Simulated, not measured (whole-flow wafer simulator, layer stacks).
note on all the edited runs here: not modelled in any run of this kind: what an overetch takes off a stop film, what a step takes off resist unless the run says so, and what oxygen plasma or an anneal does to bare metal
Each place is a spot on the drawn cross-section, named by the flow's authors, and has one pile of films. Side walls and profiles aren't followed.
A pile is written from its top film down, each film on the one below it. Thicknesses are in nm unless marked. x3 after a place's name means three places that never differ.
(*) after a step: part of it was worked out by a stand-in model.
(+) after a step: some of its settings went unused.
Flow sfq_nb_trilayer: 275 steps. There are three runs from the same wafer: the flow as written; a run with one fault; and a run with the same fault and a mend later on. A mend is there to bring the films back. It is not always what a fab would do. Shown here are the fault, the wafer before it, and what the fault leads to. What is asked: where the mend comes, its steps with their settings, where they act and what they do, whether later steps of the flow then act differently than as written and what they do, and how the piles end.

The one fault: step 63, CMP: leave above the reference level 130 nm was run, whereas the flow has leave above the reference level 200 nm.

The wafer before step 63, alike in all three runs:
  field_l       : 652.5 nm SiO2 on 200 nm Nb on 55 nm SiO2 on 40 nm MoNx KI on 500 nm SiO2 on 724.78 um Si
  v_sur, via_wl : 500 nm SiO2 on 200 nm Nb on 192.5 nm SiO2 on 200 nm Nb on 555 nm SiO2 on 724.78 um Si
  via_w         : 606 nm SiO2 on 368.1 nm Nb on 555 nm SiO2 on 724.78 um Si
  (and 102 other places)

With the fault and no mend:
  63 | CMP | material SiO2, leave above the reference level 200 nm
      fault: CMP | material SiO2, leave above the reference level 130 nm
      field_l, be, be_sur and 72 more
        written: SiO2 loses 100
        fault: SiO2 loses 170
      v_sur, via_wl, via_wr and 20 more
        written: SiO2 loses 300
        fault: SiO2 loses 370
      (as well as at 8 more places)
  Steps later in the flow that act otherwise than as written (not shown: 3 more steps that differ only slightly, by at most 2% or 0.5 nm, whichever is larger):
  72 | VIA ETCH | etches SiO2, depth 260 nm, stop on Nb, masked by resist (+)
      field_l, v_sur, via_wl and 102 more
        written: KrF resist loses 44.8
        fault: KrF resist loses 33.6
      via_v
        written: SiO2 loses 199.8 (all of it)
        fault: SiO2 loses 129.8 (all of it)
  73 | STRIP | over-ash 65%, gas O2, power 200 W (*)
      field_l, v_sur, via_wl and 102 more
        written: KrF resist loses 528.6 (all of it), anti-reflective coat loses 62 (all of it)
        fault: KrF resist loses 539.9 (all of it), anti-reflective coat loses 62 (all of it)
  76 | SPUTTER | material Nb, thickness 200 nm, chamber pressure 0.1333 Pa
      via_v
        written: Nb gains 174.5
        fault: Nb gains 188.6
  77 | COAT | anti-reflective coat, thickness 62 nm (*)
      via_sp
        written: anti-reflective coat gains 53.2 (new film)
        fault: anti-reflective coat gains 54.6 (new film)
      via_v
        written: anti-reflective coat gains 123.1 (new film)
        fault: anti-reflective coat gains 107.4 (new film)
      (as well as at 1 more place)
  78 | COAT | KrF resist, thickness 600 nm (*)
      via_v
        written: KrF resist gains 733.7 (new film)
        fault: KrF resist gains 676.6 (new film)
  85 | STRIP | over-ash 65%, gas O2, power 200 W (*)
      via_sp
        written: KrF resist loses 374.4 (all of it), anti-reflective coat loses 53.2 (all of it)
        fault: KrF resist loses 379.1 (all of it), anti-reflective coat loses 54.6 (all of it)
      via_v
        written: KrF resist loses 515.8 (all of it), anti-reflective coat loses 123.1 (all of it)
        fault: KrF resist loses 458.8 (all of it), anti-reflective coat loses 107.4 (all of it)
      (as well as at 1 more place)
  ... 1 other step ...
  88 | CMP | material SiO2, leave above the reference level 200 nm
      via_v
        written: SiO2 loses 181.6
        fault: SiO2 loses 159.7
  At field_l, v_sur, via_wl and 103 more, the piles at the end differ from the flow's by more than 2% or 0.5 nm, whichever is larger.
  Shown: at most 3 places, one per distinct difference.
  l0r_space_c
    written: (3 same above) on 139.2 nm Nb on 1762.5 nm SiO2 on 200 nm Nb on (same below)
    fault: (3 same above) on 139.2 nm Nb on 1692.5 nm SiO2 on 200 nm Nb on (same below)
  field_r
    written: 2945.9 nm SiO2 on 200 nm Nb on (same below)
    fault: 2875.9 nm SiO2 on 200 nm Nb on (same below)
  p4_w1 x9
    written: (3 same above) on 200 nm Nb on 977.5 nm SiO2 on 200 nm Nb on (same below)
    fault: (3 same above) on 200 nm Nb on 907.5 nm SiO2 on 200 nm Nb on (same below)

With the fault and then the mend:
  The mend follows step 64.
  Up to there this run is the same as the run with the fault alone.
  64a | PECVD | material SiO2, thickness 70 nm, 150 C, 15.56 s, RF power 183.3 W, pressure 2.4 Torr, precursor SiH4/N2O (the flow's step 62, run once more with other settings)
      field_l, v_sur, via_wl and 103 more
        SiO2 gains 70
  None of the later steps of the flow differs from how it acts as written, at any place that is followed, by more than 2% or 0.5 nm, whichever is larger.
  At every place that both follow, the piles at the end match the flow's.
